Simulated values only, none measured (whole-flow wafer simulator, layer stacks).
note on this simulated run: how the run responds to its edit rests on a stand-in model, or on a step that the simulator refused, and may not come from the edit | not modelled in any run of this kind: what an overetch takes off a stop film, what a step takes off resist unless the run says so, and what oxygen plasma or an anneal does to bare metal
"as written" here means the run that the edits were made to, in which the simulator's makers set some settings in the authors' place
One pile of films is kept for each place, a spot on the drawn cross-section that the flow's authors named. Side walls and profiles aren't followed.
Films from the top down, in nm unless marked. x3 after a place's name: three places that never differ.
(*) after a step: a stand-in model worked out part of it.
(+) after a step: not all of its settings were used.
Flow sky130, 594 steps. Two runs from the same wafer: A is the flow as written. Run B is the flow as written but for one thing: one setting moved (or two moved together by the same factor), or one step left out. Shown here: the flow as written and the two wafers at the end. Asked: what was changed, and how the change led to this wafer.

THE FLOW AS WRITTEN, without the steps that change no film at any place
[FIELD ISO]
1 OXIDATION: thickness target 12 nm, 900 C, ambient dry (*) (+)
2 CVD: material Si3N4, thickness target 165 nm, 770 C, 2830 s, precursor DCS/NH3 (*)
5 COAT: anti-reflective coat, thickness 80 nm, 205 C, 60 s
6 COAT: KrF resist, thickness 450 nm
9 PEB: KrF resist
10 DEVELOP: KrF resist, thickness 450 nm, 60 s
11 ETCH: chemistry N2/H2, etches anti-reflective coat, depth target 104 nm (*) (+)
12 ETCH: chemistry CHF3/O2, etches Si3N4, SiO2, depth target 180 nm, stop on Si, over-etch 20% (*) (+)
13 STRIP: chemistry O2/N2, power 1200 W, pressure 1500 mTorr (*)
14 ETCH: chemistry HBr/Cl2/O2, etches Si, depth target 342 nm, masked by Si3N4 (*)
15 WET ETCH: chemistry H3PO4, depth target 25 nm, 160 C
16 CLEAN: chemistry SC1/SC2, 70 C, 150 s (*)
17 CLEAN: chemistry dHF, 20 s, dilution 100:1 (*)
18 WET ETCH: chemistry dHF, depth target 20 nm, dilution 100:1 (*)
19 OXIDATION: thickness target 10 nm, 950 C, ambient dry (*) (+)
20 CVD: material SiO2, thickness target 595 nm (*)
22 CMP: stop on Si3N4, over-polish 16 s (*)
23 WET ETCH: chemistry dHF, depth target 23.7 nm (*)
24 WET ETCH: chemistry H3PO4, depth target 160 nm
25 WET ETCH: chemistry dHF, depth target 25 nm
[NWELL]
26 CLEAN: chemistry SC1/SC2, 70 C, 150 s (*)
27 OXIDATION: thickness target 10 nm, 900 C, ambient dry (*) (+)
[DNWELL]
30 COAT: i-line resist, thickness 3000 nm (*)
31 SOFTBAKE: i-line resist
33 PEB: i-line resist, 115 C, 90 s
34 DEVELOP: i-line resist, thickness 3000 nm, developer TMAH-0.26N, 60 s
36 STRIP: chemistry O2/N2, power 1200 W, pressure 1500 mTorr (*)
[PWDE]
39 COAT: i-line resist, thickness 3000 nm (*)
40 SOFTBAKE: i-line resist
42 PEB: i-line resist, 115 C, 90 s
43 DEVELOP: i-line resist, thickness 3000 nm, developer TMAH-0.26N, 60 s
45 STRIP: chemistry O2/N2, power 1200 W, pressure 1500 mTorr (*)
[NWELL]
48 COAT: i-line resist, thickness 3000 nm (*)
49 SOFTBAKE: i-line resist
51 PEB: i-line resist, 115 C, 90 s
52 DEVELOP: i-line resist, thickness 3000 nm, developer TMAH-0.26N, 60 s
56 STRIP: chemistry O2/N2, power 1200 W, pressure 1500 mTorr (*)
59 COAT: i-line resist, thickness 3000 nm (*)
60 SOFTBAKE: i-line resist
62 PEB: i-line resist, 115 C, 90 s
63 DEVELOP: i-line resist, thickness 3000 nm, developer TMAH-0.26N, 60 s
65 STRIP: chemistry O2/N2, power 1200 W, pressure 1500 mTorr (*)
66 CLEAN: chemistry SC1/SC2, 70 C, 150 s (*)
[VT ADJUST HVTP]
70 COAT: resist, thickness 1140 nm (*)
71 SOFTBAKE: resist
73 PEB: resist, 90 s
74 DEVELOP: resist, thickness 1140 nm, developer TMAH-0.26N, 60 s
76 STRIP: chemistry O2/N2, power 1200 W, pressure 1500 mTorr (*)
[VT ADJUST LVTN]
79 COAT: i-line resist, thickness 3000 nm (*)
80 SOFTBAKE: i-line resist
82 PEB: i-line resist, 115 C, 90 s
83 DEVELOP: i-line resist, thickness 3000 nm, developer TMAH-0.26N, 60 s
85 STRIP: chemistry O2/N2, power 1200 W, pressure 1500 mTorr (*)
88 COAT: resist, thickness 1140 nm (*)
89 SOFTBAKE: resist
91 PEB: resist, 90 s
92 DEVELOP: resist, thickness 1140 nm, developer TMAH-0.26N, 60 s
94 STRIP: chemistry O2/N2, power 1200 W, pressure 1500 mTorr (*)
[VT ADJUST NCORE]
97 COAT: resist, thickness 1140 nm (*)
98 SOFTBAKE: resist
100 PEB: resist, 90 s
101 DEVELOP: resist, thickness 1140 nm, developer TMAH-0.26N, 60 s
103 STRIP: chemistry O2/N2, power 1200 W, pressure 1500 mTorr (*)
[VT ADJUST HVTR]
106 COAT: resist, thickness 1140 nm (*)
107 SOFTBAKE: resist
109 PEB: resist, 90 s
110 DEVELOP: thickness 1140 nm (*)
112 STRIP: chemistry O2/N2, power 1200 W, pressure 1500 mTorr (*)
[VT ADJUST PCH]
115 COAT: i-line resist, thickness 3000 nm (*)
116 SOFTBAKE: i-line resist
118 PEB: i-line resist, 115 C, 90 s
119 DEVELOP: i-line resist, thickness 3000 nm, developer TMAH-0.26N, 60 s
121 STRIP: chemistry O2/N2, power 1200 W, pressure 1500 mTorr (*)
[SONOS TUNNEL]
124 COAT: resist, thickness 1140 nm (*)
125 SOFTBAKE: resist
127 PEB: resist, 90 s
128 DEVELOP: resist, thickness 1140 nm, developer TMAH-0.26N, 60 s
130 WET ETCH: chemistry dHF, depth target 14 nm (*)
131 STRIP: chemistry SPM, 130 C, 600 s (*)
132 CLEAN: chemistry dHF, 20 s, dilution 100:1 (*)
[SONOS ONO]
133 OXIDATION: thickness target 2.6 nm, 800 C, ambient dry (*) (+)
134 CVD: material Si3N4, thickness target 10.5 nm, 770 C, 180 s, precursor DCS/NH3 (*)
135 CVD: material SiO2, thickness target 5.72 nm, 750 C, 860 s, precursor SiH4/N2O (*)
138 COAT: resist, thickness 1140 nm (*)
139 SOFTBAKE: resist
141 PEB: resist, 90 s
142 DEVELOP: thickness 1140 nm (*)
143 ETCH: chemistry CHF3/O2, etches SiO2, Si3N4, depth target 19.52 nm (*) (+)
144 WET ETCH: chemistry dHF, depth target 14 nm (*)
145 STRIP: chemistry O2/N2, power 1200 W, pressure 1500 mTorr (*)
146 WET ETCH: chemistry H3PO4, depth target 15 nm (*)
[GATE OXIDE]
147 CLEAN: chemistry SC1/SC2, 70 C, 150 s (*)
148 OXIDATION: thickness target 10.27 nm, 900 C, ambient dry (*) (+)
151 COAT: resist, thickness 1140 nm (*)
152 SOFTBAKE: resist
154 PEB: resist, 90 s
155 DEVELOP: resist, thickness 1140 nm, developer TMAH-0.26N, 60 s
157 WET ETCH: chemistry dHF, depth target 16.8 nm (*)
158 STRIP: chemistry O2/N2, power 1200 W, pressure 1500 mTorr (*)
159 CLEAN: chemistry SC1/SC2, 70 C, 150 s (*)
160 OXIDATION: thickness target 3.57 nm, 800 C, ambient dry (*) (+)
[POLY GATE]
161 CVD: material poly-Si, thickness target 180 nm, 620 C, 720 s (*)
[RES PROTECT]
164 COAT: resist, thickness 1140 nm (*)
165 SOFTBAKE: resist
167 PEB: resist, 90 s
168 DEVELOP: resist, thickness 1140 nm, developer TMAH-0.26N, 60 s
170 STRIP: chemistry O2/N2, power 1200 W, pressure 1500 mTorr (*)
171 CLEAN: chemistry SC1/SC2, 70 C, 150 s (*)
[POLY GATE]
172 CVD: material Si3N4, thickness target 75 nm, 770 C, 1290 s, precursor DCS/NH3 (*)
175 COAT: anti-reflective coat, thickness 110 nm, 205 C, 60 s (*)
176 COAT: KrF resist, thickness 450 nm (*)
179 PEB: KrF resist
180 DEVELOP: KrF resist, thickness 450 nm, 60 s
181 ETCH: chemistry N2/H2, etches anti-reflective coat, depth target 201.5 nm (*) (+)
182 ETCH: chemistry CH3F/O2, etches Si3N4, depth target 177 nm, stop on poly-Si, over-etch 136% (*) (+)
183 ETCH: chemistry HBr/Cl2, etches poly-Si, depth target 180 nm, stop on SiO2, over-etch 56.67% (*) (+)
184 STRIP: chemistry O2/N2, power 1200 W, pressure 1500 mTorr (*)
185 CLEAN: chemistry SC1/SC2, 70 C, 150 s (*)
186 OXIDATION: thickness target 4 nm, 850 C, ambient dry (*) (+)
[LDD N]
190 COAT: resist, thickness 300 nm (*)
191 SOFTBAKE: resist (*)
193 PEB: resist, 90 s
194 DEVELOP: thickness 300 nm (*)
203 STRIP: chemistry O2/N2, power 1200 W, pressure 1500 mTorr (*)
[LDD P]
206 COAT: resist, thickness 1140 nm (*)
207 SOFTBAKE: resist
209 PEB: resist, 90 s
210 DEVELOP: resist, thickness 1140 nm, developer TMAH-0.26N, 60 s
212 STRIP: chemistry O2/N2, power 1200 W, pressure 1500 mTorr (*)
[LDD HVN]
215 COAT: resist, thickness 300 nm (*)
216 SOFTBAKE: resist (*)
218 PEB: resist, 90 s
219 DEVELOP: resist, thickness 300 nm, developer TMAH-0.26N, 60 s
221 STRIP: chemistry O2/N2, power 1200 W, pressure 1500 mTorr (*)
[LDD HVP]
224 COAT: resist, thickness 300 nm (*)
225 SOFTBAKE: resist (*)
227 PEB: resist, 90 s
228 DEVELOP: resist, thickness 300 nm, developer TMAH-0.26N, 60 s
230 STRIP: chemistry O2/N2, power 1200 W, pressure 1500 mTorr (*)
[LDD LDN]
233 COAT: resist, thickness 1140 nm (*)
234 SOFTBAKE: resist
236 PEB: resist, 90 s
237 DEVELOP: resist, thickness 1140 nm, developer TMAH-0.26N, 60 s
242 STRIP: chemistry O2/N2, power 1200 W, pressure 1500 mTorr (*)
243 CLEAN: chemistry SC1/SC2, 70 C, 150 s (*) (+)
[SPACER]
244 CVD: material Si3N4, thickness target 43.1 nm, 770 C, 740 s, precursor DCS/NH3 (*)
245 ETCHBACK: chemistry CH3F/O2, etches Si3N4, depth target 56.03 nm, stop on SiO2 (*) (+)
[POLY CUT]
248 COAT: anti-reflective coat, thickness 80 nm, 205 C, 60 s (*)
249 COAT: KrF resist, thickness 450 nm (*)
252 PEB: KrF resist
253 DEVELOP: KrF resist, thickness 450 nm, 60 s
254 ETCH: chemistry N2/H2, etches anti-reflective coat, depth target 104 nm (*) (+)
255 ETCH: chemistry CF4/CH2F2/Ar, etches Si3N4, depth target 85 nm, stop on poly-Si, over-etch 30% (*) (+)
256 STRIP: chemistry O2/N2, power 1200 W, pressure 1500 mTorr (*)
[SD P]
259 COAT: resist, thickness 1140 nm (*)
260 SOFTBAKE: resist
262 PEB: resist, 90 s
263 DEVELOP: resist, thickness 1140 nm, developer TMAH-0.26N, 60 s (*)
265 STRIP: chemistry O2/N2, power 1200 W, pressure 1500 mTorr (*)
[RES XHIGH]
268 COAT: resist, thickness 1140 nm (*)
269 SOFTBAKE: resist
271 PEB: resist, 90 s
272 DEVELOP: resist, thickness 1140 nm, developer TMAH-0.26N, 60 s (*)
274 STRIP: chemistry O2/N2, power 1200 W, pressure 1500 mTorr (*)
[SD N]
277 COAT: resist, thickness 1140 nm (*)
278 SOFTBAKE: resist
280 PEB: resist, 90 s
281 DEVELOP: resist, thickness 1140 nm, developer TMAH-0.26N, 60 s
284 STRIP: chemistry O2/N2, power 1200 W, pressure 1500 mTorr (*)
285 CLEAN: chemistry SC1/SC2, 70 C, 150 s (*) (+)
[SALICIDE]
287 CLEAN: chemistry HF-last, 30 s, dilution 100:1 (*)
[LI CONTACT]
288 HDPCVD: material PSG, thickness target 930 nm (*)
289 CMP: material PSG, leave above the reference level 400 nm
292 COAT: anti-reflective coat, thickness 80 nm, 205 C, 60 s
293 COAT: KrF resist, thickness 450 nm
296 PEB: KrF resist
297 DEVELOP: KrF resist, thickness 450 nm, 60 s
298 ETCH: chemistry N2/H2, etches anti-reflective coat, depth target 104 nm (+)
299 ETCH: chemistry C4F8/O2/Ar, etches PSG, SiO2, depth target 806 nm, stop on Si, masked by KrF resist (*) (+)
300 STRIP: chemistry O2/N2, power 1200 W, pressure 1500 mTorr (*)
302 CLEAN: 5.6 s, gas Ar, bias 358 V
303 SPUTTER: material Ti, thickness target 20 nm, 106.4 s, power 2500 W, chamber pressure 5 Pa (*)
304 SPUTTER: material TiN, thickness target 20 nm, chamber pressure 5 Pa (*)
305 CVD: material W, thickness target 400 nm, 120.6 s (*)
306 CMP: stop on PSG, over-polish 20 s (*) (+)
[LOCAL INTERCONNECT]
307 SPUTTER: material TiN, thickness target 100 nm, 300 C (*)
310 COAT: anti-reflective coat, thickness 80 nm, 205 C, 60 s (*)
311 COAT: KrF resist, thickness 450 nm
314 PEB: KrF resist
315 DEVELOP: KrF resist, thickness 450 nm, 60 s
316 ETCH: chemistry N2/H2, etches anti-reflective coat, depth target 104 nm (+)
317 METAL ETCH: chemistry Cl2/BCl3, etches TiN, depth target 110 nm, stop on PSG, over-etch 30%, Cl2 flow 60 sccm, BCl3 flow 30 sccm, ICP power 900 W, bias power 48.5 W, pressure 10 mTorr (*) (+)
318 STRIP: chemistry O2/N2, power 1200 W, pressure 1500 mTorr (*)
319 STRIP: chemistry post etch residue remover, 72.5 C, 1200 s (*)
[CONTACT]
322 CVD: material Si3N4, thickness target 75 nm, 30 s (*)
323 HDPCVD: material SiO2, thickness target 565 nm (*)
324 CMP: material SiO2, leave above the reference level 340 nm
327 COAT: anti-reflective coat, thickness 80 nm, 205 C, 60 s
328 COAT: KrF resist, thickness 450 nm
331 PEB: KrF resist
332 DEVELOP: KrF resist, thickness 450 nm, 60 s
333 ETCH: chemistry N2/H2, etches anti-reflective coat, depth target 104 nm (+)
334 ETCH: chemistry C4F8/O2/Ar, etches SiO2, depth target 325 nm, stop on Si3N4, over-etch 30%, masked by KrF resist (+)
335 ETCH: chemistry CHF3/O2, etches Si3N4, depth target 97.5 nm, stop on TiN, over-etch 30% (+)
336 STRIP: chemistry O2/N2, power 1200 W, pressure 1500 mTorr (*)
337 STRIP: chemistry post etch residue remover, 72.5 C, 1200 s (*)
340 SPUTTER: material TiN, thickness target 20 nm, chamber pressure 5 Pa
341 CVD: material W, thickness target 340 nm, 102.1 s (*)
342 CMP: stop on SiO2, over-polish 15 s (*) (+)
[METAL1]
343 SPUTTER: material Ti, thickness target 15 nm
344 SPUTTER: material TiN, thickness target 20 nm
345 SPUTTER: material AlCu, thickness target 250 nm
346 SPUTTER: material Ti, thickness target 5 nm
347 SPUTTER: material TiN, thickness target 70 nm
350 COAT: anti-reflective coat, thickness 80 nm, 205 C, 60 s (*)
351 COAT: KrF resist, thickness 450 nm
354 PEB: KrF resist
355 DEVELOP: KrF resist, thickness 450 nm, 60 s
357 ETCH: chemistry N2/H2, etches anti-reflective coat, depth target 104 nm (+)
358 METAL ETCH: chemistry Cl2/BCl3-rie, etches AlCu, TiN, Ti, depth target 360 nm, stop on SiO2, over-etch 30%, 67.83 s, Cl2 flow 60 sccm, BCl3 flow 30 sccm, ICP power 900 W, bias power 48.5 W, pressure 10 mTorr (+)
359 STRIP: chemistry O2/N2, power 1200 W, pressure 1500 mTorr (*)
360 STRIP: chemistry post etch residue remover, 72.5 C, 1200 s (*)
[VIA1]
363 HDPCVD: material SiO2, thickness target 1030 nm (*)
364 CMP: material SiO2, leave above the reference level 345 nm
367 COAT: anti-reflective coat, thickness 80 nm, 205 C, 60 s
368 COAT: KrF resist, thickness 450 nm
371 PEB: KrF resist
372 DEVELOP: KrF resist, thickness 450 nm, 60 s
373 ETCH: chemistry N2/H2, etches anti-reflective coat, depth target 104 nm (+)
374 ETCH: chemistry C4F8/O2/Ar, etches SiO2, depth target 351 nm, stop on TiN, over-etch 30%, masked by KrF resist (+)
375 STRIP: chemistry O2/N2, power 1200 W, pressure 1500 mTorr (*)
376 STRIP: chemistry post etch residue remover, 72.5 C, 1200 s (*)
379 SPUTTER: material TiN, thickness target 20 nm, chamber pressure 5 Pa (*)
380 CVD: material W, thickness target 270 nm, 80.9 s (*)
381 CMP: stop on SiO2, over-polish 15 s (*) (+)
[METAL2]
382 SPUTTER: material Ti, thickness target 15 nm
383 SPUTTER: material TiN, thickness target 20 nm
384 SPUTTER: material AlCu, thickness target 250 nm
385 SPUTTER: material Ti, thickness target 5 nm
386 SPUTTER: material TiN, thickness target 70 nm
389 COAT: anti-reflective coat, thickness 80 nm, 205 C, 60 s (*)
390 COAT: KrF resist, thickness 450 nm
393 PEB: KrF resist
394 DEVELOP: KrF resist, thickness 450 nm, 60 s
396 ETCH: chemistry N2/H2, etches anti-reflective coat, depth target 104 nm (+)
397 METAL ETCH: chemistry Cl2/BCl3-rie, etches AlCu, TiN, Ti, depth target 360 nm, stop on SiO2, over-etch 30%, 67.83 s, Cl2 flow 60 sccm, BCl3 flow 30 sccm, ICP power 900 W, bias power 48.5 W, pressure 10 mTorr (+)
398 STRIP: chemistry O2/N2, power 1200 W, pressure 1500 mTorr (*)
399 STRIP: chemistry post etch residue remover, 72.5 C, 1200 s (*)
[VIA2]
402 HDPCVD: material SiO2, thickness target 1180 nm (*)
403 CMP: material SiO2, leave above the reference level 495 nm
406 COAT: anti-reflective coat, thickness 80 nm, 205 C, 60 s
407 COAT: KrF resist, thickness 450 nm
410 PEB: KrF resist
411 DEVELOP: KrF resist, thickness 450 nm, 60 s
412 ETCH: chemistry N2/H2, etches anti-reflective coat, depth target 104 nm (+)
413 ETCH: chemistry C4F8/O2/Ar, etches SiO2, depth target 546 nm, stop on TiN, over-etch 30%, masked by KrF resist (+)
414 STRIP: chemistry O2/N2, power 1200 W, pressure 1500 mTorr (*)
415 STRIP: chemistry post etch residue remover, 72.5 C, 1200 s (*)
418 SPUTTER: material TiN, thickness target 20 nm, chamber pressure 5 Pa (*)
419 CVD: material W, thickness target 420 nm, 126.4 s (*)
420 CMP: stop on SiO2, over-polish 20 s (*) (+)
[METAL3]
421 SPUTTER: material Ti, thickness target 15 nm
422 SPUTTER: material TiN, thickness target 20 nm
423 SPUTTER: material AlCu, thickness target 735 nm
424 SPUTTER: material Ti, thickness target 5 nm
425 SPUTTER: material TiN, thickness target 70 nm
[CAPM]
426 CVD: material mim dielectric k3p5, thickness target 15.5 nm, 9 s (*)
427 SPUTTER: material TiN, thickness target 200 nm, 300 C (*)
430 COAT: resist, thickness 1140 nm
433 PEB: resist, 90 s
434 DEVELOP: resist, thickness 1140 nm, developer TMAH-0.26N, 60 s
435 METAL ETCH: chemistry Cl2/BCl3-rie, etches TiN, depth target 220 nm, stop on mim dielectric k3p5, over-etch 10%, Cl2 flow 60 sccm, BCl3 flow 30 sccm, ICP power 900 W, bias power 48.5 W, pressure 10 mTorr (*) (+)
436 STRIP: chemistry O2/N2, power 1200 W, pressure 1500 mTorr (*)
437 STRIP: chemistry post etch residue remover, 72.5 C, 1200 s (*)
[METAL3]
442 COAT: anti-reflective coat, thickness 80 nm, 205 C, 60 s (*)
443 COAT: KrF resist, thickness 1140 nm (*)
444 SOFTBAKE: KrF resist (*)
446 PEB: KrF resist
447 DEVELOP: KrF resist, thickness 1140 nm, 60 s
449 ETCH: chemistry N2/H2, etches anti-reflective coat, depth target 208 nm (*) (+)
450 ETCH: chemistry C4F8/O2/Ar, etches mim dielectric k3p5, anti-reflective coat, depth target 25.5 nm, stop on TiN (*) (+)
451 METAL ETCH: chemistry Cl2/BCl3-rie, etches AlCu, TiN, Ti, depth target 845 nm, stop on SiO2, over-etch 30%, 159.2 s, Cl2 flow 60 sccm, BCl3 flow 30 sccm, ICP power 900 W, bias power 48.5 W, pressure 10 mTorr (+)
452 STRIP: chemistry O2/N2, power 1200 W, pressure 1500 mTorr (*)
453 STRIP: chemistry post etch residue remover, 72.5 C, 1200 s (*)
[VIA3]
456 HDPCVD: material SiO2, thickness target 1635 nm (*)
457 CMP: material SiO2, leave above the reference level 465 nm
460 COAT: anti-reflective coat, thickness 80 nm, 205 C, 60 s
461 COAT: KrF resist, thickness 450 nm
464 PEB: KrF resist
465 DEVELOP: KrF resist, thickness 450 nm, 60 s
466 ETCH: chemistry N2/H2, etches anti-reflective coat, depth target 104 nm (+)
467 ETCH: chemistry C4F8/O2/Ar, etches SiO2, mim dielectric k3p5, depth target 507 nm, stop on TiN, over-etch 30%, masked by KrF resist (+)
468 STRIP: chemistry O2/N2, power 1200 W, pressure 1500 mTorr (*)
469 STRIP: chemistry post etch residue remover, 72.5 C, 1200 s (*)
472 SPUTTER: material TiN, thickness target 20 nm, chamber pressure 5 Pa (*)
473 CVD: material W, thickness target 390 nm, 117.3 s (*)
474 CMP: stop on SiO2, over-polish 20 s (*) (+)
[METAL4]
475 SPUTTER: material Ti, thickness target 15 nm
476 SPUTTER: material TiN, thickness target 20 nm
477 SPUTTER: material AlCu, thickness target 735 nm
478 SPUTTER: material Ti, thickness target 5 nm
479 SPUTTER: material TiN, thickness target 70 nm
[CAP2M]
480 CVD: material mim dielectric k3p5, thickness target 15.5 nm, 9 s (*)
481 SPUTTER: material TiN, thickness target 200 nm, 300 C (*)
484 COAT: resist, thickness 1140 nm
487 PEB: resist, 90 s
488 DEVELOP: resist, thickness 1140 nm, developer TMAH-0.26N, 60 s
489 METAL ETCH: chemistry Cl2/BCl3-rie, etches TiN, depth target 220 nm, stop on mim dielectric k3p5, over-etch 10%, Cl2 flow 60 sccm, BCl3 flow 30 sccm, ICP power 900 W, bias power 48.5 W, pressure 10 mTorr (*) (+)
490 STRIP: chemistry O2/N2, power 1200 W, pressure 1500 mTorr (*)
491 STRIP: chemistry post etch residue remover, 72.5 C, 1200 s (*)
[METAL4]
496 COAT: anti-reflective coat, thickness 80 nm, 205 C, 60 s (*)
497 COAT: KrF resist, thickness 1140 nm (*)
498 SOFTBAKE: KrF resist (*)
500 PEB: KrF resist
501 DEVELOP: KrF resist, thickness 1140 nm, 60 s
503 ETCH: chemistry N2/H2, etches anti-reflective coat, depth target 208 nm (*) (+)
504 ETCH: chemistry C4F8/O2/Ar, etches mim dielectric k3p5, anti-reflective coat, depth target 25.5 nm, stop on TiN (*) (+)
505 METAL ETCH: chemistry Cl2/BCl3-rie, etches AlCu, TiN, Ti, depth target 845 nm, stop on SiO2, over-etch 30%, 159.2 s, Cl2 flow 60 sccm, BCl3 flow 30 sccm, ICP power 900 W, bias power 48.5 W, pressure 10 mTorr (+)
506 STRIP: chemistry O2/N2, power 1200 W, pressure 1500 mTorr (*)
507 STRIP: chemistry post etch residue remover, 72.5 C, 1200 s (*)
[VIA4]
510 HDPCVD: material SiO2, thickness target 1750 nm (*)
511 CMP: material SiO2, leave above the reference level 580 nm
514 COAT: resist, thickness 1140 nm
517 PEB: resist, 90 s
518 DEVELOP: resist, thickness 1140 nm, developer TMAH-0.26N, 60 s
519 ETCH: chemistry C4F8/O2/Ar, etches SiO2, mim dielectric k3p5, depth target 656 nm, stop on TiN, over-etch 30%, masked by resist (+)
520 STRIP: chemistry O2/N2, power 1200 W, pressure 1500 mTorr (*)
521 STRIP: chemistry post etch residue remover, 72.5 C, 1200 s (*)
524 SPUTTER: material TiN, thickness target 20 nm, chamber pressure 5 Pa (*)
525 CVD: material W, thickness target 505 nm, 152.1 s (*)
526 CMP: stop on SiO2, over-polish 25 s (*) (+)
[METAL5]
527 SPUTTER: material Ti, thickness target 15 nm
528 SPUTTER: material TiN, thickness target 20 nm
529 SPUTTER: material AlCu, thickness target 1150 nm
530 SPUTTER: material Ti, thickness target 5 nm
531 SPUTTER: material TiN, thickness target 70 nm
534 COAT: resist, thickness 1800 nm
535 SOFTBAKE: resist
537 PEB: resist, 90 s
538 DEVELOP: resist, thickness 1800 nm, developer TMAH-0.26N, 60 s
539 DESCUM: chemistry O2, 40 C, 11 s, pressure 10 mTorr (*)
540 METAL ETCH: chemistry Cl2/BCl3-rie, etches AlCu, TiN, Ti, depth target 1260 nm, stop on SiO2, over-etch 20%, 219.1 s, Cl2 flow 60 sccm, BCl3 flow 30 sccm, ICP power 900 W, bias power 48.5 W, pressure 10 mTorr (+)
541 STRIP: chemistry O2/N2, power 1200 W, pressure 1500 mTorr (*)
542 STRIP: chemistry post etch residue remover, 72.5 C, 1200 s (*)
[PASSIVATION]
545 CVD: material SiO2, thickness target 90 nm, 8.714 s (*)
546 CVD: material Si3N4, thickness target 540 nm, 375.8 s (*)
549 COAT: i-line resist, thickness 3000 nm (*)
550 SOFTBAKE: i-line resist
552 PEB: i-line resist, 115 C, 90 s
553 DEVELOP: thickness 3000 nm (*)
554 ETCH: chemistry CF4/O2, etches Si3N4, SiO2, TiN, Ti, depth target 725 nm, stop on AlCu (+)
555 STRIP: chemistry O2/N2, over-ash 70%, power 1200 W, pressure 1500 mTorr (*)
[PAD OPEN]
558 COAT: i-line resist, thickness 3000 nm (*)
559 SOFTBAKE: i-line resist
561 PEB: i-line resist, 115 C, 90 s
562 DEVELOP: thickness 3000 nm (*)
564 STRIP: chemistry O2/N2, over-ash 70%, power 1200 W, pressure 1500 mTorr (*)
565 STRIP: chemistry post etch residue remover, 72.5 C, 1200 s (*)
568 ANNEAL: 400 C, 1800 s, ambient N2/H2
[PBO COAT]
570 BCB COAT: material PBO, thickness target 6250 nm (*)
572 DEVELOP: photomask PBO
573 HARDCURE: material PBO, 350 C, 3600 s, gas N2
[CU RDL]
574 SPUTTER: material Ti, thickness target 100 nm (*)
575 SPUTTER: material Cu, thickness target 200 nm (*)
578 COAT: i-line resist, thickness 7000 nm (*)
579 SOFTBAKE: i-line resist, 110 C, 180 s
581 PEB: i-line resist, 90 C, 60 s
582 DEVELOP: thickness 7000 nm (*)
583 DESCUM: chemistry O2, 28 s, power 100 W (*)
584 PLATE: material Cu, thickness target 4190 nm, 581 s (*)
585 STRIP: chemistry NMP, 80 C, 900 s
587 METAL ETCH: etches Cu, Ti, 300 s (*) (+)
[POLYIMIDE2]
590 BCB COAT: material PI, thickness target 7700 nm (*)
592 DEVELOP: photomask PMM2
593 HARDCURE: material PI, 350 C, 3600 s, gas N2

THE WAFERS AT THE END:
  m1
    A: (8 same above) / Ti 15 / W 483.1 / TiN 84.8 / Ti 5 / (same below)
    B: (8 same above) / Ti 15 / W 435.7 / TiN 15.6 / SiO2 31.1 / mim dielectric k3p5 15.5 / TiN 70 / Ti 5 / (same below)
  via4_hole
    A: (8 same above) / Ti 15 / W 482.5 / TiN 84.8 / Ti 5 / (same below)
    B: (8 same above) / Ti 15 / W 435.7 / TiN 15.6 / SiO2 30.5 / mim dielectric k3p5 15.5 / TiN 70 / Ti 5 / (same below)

The cause: step 518, DEVELOP: 42 s was run, where the flow has 60 s; step 519, ETCH: depth target 459 nm was run, where the flow has depth target 656 nm.

How the change led to this, step by step:
  519 ETCH: chemistry C4F8/O2/Ar, etches SiO2, mim dielectric k3p5, depth target 656 nm, stop on TiN, over-etch 30%, masked by resist (+)
      m1: A SiO2 -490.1 (all of it), mim dielectric k3p5 -15.5 (all of it) | B SiO2 -459
      via4_hole: A SiO2 -489.5 (all of it), mim dielectric k3p5 -15.5 (all of it) | B SiO2 -459
      (and at 191 more places)
  520 STRIP: chemistry O2/N2, power 1200 W, pressure 1500 mTorr (*)
      field, active, n_well and 188 more: A resist -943 (all of it) | B resist -982.5 (all of it)
  524 SPUTTER: material TiN, thickness target 20 nm, chamber pressure 5 Pa (*)
      m1, via4_hole: A TiN +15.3 | B TiN +15.6 (new film)
  525 CVD: material W, thickness target 505 nm, 152.1 s (*)
      m1: A W +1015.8 (new film) | B W +968.4 (new film)
      via4_hole: A W +1015.2 (new film) | B W +968.4 (new film)
Counting metal films that touch as one body, m1 has 3 bodies (between them, from the top down: SiO2 31.1 / mim dielectric k3p5 15.5; SiO2 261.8 / Si3N4 75); the flow as written gives 2 bodies (between them, from the top down: SiO2 261.8 / Si3N4 75).
Counting metal films that touch as one body, via4_hole has 2 bodies (between them, from the top down: SiO2 30.5 / mim dielectric k3p5 15.5); the flow as written gives 1 body.
